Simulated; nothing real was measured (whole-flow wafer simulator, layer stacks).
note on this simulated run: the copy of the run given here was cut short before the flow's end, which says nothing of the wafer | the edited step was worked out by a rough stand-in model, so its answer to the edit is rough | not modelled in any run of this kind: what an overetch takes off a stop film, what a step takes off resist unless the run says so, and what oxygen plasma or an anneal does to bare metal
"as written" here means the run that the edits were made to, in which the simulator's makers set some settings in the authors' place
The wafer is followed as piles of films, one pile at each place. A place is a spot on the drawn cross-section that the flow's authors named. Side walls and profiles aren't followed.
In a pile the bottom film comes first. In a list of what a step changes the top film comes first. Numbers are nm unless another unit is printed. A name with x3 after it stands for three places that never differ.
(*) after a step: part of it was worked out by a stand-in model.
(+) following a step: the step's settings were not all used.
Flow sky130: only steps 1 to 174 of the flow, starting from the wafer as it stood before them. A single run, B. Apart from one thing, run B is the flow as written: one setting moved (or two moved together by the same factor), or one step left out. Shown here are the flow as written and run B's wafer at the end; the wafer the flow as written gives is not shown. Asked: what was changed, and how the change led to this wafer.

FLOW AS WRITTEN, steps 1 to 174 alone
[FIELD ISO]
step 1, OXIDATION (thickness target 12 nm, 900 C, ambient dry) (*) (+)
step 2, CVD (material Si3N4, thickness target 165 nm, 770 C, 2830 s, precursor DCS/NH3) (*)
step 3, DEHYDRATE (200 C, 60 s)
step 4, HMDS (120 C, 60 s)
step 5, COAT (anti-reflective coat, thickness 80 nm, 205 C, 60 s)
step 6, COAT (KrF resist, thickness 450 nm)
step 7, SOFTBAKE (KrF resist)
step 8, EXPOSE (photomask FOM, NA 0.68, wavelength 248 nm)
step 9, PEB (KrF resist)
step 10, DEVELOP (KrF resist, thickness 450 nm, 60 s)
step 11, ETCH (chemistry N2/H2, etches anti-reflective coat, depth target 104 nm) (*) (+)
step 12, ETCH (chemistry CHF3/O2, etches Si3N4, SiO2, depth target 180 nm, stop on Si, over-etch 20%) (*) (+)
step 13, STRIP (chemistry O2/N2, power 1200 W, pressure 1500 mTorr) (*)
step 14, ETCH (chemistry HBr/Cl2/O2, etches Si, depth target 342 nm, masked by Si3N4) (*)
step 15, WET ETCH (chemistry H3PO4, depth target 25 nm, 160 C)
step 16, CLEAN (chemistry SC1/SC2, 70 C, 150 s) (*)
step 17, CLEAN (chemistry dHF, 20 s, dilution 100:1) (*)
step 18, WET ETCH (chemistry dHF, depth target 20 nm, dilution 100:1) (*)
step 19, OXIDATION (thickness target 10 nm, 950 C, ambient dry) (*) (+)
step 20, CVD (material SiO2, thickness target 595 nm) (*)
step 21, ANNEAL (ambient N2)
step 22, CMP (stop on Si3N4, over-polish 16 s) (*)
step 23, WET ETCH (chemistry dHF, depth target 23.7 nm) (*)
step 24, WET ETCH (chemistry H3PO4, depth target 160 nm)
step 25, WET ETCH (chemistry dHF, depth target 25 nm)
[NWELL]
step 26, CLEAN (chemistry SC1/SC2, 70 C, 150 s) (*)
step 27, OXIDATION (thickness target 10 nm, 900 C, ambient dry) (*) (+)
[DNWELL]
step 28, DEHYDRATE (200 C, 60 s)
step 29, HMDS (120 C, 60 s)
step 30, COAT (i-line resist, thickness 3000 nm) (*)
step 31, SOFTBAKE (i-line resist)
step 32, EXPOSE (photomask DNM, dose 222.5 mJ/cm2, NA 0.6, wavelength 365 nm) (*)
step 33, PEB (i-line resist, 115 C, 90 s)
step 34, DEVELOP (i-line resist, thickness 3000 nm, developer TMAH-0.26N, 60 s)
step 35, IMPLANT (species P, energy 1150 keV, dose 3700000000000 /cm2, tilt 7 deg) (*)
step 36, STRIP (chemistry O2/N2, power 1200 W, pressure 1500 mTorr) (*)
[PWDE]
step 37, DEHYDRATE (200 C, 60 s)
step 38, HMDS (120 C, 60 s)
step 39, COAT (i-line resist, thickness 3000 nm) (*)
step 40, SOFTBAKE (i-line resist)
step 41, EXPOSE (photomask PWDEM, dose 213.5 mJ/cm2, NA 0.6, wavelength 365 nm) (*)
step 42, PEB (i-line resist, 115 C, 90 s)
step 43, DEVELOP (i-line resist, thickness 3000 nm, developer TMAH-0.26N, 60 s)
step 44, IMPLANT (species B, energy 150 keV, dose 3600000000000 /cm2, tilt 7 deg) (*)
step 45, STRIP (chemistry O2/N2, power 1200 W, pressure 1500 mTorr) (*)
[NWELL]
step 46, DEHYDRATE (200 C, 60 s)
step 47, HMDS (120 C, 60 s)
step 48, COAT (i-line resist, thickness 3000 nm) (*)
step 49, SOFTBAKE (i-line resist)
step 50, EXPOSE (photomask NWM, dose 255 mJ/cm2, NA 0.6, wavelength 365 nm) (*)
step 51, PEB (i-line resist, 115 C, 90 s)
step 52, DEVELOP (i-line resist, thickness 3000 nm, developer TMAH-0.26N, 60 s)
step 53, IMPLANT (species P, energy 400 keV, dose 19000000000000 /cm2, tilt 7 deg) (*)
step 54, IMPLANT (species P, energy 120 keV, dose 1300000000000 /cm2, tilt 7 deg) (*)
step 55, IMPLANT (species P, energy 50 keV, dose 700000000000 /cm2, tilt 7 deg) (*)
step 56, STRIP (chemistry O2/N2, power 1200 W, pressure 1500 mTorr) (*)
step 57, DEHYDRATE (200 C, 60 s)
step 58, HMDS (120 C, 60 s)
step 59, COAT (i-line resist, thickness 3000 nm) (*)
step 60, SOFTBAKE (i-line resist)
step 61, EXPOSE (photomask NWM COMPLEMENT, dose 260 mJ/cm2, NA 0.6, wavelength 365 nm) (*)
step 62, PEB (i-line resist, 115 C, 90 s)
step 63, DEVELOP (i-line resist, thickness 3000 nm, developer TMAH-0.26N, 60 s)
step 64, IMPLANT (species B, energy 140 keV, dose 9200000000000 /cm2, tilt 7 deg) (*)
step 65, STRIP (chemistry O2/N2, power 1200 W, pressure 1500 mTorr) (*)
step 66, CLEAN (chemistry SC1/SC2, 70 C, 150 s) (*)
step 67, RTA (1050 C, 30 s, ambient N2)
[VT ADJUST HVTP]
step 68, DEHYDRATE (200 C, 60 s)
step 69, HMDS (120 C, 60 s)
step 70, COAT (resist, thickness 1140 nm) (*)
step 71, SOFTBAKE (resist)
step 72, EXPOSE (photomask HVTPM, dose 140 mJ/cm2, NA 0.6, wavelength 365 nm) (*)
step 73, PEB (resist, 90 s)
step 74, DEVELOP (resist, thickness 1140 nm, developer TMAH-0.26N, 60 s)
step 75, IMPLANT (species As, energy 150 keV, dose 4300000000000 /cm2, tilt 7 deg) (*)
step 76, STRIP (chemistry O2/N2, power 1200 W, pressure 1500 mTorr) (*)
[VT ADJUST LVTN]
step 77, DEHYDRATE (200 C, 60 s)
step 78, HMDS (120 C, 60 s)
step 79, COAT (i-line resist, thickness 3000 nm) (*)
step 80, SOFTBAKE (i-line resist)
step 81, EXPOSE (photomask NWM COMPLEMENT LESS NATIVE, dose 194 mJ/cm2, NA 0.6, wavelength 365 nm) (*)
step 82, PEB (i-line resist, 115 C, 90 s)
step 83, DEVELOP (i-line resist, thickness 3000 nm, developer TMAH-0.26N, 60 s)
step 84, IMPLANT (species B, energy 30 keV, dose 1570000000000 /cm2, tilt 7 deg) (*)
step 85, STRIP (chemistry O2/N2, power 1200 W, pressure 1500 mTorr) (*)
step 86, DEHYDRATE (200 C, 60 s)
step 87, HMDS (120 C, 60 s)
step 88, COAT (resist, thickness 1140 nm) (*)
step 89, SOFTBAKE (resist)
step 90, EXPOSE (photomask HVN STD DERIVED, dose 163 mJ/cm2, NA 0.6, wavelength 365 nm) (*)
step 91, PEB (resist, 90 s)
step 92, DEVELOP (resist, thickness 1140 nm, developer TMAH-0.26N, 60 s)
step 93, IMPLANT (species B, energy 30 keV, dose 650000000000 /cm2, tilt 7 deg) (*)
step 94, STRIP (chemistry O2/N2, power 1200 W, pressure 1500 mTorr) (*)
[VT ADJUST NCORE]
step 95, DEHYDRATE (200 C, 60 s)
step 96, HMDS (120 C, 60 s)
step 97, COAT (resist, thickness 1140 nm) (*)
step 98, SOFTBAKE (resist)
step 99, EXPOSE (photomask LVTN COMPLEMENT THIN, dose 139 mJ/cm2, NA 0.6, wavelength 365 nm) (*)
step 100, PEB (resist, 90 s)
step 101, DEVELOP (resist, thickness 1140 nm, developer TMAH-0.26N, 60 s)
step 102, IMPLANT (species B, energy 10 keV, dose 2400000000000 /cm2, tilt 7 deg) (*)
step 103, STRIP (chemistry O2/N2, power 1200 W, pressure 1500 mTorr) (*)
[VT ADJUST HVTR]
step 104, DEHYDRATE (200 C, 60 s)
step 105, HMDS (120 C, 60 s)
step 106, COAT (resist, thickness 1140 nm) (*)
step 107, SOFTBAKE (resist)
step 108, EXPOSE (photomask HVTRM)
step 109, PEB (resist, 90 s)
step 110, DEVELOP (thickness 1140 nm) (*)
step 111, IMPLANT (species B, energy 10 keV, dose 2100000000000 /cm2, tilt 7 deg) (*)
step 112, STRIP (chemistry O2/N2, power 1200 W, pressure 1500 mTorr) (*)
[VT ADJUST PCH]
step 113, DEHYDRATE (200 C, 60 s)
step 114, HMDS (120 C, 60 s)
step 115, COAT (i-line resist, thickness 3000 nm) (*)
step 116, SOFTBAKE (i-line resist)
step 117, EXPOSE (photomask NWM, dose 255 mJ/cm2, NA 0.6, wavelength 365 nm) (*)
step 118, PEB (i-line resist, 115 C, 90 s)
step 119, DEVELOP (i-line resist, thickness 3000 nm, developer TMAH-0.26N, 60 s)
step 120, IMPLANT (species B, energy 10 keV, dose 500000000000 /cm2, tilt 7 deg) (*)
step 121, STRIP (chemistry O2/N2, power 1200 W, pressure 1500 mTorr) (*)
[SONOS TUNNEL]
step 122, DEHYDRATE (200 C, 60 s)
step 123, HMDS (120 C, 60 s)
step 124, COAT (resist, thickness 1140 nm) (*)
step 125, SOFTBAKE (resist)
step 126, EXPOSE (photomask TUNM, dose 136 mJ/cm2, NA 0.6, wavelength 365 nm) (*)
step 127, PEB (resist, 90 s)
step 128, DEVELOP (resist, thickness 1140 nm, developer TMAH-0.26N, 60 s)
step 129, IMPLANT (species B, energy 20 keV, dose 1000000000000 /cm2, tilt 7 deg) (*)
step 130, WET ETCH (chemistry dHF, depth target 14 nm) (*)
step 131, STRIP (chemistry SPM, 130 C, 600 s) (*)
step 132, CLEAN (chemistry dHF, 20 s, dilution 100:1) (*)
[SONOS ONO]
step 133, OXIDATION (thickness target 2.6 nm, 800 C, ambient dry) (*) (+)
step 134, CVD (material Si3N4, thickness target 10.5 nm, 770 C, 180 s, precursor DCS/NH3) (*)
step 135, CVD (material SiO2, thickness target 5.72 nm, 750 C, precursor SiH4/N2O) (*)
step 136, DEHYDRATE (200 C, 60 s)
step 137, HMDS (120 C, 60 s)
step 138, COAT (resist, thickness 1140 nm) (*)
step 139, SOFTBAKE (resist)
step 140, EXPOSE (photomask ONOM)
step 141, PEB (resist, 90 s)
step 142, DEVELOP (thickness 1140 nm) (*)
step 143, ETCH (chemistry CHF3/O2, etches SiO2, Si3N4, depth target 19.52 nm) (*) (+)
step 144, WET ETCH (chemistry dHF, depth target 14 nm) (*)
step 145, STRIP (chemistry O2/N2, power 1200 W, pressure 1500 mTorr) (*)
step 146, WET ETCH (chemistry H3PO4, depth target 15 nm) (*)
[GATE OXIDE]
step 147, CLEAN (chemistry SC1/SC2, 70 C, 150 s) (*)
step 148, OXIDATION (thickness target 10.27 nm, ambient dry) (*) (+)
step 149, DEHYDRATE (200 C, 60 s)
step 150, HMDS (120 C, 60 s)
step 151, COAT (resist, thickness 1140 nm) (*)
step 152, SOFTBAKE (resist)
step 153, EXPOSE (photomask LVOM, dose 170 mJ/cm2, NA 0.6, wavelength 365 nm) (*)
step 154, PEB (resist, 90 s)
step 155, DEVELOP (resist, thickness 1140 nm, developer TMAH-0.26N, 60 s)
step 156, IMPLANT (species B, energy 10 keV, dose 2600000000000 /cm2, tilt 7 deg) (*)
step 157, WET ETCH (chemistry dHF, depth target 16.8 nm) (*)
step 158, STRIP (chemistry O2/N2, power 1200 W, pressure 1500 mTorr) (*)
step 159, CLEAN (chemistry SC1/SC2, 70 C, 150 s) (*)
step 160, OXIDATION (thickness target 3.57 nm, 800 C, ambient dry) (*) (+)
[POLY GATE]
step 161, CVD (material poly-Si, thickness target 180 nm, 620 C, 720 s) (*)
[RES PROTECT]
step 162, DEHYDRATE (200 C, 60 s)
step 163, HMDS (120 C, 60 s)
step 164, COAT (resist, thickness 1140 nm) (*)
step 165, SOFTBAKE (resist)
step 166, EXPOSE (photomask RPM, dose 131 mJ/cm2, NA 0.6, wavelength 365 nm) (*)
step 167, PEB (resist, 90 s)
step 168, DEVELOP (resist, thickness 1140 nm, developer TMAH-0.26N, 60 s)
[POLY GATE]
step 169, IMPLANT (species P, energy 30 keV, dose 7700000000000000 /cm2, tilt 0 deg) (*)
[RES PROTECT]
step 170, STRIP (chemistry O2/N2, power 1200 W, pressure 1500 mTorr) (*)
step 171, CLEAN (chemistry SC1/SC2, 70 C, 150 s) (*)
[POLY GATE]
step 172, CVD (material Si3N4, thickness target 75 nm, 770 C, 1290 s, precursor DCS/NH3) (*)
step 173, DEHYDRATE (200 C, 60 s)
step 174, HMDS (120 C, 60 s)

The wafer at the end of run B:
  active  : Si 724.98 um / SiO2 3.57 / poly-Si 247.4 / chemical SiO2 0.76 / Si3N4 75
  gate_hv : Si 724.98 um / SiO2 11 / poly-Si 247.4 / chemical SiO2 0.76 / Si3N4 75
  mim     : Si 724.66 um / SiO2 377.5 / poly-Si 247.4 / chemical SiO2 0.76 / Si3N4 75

What caused this: step 161, CVD: 637 C was run, whereas the flow has 620 C.

Step by step, how the change led to this:
  step 161, CVD (material poly-Si, thickness target 180 nm, 620 C, 720 s) (*)
      field, active, n_well and 186 more: +248 poly-Si (new film) (in the flow as written it would be: +180 poly-Si (new film))
      ndiff_dn: +287.8 poly-Si (new film) (in the flow as written it would be: +215.7 poly-Si (new film))
